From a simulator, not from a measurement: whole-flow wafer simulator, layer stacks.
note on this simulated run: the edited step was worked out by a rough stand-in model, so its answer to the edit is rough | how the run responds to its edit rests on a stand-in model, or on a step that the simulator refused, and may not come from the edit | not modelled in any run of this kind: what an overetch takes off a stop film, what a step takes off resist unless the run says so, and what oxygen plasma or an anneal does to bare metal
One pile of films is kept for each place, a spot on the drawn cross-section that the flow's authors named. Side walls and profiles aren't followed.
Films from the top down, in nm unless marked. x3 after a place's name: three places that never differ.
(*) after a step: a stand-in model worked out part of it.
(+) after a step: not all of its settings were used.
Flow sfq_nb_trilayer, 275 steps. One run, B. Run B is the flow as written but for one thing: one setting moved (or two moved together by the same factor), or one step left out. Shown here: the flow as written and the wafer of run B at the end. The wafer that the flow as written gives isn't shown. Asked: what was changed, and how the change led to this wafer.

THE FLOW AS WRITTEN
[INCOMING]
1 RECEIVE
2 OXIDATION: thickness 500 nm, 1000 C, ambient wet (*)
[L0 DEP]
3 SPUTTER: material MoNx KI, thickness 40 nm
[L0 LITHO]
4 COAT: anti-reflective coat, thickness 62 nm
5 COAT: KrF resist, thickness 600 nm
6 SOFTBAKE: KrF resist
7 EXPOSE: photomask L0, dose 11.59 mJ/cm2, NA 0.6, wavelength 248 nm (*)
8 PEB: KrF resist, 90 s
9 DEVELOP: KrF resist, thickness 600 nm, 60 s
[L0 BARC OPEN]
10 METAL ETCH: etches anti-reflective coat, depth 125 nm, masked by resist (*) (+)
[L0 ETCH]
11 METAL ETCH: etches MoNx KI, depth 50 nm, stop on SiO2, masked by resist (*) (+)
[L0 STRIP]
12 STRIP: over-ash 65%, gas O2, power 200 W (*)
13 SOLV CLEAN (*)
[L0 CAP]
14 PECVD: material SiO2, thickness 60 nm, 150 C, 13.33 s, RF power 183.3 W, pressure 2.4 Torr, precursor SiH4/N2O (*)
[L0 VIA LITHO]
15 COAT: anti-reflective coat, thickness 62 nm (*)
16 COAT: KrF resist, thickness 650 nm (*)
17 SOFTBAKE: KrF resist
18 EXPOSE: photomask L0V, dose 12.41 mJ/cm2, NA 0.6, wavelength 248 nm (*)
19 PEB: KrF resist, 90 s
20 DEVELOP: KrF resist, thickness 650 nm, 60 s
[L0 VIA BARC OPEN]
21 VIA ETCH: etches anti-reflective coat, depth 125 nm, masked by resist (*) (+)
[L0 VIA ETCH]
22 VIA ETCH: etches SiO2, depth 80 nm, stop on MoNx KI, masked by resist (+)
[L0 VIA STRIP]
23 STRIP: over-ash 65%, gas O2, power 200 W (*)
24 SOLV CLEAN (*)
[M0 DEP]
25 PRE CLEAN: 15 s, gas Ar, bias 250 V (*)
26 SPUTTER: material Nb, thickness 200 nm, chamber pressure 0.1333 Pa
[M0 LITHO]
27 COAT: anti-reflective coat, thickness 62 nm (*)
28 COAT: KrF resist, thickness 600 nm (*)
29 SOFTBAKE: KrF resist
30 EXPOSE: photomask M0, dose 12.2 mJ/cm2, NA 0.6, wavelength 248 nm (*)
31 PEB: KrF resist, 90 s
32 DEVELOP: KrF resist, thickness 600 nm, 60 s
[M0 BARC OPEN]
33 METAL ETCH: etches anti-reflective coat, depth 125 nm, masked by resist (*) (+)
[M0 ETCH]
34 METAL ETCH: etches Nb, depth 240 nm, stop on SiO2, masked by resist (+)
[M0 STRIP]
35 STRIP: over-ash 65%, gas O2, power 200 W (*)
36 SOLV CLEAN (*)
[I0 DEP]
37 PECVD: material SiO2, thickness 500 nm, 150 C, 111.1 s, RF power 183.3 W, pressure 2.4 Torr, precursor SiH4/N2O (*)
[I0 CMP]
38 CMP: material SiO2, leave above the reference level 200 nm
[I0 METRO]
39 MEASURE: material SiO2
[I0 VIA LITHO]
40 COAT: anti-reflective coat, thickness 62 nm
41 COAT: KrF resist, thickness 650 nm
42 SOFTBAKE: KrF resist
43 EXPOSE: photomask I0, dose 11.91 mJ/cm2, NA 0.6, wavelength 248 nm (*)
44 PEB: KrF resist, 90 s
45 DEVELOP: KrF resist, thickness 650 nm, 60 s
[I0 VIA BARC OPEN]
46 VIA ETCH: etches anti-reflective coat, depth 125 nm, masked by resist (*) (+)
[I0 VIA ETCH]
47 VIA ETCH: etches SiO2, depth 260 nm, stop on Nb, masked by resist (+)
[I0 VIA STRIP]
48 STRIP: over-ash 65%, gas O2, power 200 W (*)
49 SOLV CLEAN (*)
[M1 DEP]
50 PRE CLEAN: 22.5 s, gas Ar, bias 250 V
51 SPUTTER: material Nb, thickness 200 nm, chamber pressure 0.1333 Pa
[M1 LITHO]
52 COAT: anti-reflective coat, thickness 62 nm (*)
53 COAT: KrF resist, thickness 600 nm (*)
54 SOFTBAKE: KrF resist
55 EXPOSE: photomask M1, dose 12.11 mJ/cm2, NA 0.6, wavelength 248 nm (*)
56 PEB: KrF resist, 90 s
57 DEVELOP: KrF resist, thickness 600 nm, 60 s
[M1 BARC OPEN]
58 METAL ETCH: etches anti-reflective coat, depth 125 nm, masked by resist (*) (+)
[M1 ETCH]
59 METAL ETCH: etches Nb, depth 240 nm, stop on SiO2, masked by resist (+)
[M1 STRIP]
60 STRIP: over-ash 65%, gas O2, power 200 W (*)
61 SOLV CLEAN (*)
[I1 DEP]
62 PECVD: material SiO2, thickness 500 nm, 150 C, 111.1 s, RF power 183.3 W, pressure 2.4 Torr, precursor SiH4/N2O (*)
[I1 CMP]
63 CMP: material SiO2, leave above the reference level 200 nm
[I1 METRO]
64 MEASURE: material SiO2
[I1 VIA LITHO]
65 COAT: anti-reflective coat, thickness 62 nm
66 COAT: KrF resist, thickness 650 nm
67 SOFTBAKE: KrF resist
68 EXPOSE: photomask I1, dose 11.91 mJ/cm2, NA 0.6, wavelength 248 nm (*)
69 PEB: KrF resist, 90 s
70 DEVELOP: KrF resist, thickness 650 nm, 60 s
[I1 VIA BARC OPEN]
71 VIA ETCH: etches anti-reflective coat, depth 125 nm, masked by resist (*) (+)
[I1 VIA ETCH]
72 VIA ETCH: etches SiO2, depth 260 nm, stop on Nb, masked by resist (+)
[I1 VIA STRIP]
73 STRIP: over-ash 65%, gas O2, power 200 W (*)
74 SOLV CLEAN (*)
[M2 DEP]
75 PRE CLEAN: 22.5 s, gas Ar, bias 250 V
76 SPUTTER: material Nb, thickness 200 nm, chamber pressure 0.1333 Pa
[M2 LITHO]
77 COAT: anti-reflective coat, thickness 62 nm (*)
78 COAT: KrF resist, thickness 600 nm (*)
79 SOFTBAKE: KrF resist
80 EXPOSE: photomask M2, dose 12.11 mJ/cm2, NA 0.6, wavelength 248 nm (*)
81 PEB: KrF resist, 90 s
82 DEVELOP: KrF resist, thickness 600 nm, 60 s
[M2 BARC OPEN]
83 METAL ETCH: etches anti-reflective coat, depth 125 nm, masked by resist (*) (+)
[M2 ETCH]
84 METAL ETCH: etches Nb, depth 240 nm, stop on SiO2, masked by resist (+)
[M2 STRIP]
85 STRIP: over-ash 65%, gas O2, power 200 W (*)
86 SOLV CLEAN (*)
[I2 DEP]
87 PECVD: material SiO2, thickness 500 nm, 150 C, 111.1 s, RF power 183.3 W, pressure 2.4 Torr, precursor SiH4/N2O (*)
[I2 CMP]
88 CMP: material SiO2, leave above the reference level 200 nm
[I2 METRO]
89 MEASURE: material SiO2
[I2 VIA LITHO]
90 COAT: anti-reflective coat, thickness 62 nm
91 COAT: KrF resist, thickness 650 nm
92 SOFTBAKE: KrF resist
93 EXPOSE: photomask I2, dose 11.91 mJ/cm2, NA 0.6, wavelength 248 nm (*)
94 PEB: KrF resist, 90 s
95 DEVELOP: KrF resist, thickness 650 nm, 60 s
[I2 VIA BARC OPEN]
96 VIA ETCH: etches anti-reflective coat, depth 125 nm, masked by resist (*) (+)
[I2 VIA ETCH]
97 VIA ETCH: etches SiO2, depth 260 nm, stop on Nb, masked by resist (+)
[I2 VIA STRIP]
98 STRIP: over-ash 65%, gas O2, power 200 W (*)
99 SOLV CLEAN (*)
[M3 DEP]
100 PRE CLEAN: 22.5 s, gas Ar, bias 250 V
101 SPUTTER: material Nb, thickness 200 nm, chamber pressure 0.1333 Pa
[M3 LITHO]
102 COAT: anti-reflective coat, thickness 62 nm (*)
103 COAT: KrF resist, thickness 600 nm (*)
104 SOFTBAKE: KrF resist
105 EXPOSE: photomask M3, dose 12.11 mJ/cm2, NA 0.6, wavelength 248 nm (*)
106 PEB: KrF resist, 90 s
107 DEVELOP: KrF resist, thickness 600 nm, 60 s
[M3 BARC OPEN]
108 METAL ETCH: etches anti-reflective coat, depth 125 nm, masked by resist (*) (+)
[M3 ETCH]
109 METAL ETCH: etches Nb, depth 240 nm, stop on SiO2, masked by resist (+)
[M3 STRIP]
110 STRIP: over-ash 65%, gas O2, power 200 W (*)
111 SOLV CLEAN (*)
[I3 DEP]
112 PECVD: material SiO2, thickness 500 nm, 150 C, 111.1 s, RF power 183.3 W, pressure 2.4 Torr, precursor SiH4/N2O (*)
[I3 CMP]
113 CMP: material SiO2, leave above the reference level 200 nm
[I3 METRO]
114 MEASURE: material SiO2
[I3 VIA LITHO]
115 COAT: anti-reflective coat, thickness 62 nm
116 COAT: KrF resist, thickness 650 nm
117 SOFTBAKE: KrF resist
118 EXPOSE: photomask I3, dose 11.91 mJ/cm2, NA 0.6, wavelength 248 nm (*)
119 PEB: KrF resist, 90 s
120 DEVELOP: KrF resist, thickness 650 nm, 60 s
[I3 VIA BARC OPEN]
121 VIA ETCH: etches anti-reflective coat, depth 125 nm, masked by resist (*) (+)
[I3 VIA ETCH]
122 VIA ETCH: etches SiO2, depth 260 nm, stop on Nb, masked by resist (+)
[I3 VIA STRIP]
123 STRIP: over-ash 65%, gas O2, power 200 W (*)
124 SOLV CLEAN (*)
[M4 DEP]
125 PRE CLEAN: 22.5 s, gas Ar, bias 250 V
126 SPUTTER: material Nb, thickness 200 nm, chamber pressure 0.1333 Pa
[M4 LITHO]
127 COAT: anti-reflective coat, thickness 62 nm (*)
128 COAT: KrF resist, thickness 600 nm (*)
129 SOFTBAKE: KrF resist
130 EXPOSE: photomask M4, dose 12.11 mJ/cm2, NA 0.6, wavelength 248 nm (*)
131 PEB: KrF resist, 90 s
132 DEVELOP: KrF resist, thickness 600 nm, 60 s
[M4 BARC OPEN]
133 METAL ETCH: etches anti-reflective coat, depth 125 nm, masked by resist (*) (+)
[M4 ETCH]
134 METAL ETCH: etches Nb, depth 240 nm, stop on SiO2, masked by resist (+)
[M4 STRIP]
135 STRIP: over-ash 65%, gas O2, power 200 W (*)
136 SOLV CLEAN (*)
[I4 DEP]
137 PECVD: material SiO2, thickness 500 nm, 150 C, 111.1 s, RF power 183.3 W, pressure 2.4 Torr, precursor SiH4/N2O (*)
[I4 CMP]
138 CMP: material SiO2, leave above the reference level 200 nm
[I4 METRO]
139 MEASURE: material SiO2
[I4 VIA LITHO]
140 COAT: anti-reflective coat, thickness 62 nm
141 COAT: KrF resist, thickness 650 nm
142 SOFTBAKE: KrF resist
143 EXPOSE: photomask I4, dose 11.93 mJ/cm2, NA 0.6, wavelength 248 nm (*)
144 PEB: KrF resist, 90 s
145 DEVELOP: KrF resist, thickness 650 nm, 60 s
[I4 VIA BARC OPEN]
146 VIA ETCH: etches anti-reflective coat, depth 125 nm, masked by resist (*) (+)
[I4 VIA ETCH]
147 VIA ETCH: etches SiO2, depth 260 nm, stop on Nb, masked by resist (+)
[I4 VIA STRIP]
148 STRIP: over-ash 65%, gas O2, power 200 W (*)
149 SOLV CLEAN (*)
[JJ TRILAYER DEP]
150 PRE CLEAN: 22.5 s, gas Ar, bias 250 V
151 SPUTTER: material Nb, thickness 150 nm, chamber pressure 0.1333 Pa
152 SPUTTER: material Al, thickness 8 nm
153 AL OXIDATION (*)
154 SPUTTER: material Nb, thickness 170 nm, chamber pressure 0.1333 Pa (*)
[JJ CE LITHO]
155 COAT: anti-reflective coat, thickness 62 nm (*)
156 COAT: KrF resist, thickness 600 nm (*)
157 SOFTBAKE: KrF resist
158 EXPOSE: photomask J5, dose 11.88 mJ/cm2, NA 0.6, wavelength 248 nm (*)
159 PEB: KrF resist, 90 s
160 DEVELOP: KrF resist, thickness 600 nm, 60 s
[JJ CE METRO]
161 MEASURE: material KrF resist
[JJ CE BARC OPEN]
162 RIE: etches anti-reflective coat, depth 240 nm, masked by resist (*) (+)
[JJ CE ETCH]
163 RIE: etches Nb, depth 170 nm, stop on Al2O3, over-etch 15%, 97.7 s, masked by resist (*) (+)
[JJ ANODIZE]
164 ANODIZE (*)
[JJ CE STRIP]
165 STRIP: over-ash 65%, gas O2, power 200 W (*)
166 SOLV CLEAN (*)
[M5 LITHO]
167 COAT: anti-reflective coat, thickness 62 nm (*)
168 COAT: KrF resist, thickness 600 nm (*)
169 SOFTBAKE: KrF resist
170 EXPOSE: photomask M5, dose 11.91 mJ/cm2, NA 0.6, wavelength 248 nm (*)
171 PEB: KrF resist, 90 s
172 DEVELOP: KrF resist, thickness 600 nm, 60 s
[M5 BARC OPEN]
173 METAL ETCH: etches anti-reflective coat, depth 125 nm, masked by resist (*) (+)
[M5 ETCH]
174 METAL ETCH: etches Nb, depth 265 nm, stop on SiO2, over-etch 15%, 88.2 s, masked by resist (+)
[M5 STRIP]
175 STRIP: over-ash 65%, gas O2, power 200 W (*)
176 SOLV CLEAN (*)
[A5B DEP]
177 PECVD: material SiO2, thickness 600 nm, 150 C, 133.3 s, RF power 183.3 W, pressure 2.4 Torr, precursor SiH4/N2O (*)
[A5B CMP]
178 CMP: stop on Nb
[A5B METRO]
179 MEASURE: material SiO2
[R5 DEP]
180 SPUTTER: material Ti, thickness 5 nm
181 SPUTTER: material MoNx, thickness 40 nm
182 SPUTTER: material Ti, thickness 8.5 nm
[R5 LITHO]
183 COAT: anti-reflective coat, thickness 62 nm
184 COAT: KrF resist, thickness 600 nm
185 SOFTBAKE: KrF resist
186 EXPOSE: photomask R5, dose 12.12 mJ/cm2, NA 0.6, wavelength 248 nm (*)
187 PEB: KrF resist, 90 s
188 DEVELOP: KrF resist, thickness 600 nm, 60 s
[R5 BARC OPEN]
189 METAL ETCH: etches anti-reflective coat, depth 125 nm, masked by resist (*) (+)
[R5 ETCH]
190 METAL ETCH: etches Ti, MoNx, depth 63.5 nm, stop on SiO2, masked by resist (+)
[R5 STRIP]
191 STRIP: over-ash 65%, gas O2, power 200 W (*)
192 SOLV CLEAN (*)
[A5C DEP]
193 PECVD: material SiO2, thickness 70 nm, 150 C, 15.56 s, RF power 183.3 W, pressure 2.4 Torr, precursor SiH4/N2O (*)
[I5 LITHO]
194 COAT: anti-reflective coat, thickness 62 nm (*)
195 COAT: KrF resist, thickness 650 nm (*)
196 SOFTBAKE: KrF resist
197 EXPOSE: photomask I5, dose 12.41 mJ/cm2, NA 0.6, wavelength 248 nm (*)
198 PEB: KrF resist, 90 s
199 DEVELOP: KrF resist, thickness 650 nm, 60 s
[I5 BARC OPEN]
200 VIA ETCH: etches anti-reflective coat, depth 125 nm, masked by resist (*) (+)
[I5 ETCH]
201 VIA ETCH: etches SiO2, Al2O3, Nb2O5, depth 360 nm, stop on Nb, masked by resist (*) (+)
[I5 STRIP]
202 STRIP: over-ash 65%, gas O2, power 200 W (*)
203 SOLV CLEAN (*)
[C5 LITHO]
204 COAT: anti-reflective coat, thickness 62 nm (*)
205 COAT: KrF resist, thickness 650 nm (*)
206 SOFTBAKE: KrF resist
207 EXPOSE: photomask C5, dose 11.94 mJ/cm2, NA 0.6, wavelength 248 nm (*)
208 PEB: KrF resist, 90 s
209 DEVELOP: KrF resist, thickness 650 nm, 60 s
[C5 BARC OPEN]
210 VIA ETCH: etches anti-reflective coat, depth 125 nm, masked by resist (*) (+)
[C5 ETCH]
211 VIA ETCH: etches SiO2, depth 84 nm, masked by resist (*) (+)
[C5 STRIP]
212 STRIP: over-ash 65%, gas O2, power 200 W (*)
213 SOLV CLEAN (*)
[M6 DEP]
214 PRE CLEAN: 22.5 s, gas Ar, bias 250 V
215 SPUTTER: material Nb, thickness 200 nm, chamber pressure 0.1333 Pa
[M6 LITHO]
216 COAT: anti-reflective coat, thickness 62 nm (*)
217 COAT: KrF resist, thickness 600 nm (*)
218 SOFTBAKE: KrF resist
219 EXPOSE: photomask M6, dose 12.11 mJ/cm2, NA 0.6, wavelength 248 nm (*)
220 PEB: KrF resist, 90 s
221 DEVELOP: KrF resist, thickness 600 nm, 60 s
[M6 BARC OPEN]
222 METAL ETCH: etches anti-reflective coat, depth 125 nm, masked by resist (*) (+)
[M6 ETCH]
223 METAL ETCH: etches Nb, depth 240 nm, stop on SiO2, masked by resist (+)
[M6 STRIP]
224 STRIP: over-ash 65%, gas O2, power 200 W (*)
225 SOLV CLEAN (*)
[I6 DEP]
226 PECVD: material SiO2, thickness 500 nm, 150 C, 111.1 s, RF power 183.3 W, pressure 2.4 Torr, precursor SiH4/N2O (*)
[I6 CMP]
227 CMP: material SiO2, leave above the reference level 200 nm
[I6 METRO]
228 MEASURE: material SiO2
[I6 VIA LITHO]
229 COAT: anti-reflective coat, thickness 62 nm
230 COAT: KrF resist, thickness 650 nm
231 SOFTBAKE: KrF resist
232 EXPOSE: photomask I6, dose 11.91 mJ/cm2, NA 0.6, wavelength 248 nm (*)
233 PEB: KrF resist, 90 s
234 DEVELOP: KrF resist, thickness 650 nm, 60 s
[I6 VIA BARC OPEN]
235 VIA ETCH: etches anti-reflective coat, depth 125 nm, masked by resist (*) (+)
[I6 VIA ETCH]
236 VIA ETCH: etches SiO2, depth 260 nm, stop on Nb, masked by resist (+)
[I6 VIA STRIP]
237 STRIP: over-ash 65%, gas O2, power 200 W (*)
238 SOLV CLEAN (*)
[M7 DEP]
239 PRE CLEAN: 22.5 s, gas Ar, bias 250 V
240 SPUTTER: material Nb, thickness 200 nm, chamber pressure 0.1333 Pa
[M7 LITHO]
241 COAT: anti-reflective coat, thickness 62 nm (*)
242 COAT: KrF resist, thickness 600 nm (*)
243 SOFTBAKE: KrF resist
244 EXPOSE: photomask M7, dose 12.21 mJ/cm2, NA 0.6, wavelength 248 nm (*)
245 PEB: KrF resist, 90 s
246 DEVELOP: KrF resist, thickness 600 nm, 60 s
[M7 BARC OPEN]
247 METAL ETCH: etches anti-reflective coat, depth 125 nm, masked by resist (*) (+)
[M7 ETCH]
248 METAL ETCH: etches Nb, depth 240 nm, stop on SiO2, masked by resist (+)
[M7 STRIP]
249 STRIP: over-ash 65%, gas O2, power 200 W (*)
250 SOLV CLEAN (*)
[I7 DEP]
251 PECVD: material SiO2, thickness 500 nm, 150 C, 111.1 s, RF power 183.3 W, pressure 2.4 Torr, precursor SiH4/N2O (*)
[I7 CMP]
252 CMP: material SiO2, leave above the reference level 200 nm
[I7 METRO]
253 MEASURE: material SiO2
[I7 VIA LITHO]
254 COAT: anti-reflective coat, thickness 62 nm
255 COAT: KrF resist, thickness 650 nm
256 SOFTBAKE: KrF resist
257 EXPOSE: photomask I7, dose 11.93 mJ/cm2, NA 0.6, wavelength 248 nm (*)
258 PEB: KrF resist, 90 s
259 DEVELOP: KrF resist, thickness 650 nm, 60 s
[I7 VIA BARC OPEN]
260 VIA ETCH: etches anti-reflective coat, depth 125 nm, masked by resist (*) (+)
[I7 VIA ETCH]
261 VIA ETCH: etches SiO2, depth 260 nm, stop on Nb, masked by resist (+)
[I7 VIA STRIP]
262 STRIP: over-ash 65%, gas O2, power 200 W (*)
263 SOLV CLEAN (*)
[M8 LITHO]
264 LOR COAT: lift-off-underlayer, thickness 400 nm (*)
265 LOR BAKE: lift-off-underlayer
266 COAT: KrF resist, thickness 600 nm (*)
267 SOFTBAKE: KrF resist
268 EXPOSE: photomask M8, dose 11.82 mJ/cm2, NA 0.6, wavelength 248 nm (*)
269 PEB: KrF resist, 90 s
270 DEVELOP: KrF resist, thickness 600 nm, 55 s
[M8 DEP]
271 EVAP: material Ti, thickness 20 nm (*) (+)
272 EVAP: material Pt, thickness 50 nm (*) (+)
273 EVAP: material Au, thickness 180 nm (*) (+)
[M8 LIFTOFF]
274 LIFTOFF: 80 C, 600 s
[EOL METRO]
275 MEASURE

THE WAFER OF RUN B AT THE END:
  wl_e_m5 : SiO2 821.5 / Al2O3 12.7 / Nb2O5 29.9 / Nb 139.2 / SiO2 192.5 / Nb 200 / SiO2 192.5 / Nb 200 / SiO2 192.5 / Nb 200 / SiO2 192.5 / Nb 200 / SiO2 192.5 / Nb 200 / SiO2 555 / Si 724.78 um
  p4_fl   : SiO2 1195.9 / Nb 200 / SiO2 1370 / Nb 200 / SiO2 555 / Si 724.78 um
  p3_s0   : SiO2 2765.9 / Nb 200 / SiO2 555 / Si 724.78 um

The cause: step 251, PECVD: thickness 220 nm was run, where the flow has thickness 500 nm; step 251, PECVD: 48.89 s was run, where the flow has 111.1 s.

How the change led to this, step by step:
  251 PECVD: material SiO2, thickness 500 nm, 150 C, 111.1 s, RF power 183.3 W, pressure 2.4 Torr, precursor SiH4/N2O (*)
      field_l, p4_fl, p4_fm and 56 more: SiO2 +220 (as written it would be: SiO2 +500)
      v_sur, via_wl, via_w and 37 more: SiO2 +220 (new film) (as written it would be: SiO2 +500 (new film))
      (and at 7 more places)
  252 CMP: material SiO2, leave above the reference level 200 nm
      field_l, p4_fl, p4_fm and 56 more: nothing (as written it would be: SiO2 -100)
      field_r, lsp_l: nothing (as written it would be: SiO2 -77.7)
      (and at 45 more places)
  254 COAT: anti-reflective coat, thickness 62 nm
      ce_l, c5j, ce_r, sp_r: anti-reflective coat +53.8 (new film) (as written it would be: anti-reflective coat +62 (new film))
      p3_s1, p3_s3, p3_l4, p3_s4: anti-reflective coat +64 (new film) (as written it would be: anti-reflective coat +62 (new film))
      (and at 87 more places)
  255 COAT: KrF resist, thickness 650 nm
      m0r_line_l, m0r_line_r, m6r_line_l x2: KrF resist +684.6 (new film) (as written it would be: KrF resist +650 (new film))
      m0r_space_l, m0r_space_r, m6r_space_l x2: KrF resist +673.9 (new film) (as written it would be: KrF resist +650 (new film))
      (and at 77 more places)
  259 DEVELOP: KrF resist, thickness 650 nm, 60 s
      via_wl: KrF resist -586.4 (all of it) (as written it would be: KrF resist -648.6 (all of it))
      via_w: KrF resist -596.3 (all of it) (as written it would be: KrF resist -648.6 (all of it))
      (and at 1 more place)
  260 VIA ETCH: etches anti-reflective coat, depth 125 nm, masked by resist (*) (+)
      field_l, v_sur, via_sp and 100 more: KrF resist -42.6 (as written it would be: KrF resist -51.7)
      via_wl: anti-reflective coat -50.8 (all of it), SiO2 -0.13 (as written it would be: anti-reflective coat -62 (all of it), SiO2 -0.16)
      (and at 2 more places)
  262 STRIP: over-ash 65%, gas O2, power 200 W (*)
      m0r_line_l, m0r_line_r, m6r_line_l x2: KrF resist -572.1 (all of it), anti-reflective coat -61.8 (all of it) (as written it would be: KrF resist -528.6 (all of it), anti-reflective coat -62 (all of it))
      m0r_space_l, m0r_space_r, m6r_space_l x2: KrF resist -561.5 (all of it), anti-reflective coat -81.3 (all of it) (as written it would be: KrF resist -528.6 (all of it), anti-reflective coat -62 (all of it))
      (and at 92 more places)
  264 LOR COAT: lift-off-underlayer, thickness 400 nm (*)
      m0r_line_l, m0r_line_r, m6r_line_l x2: lift-off-underlayer +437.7 (new film) (as written it would be: lift-off-underlayer +400 (new film))
      m0r_space_l, m0r_space_r, m6r_space_l x2: lift-off-underlayer +454.3 (new film) (as written it would be: lift-off-underlayer +400 (new film))
      (and at 83 more places)
  266 COAT: KrF resist, thickness 600 nm (*)
      m0r_line_l, m0r_line_r, m6r_line_l x2: KrF resist +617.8 (new film) (as written it would be: KrF resist +600 (new film))
      c5j, ce_r: KrF resist +575.9 (new film) (as written it would be: KrF resist +597.1 (new film))
      (and at 55 more places)
  270 DEVELOP: KrF resist, thickness 600 nm, 55 s
      field_l: KrF resist -613.3 (all of it), lift-off-underlayer -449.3 (all of it) (as written it would be: KrF resist -593.7 (all of it), lift-off-underlayer -388.2 (all of it))
      v_sur: KrF resist -587.8 (all of it), lift-off-underlayer -301.8 (all of it) (as written it would be: KrF resist -607.3 (all of it), lift-off-underlayer -369.4 (all of it))
      (and at 9 more places)
  274 LIFTOFF: 80 C, 600 s
      m0r_line_l, m0r_line_r, m6r_line_l x2: Au -180 (all of it), Pt -50 (all of it), Ti -20 (all of it), KrF resist -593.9 (all of it), lift-off-underlayer -437.7 (all of it) (as written it would be: Au -180 (all of it), Pt -50 (all of it), Ti -20 (all of it), KrF resist -576.2 (all of it), lift-off-underlayer -400 (all of it))
      m0r_space_l, m0r_space_r, m6r_space_l x2: Au -180 (all of it), Pt -50 (all of it), Ti -20 (all of it), KrF resist -580.4 (all of it), lift-off-underlayer -454.3 (all of it) (as written it would be: Au -180 (all of it), Pt -50 (all of it), Ti -20 (all of it), KrF resist -576.2 (all of it), lift-off-underlayer -400 (all of it))
      (and at 72 more places)
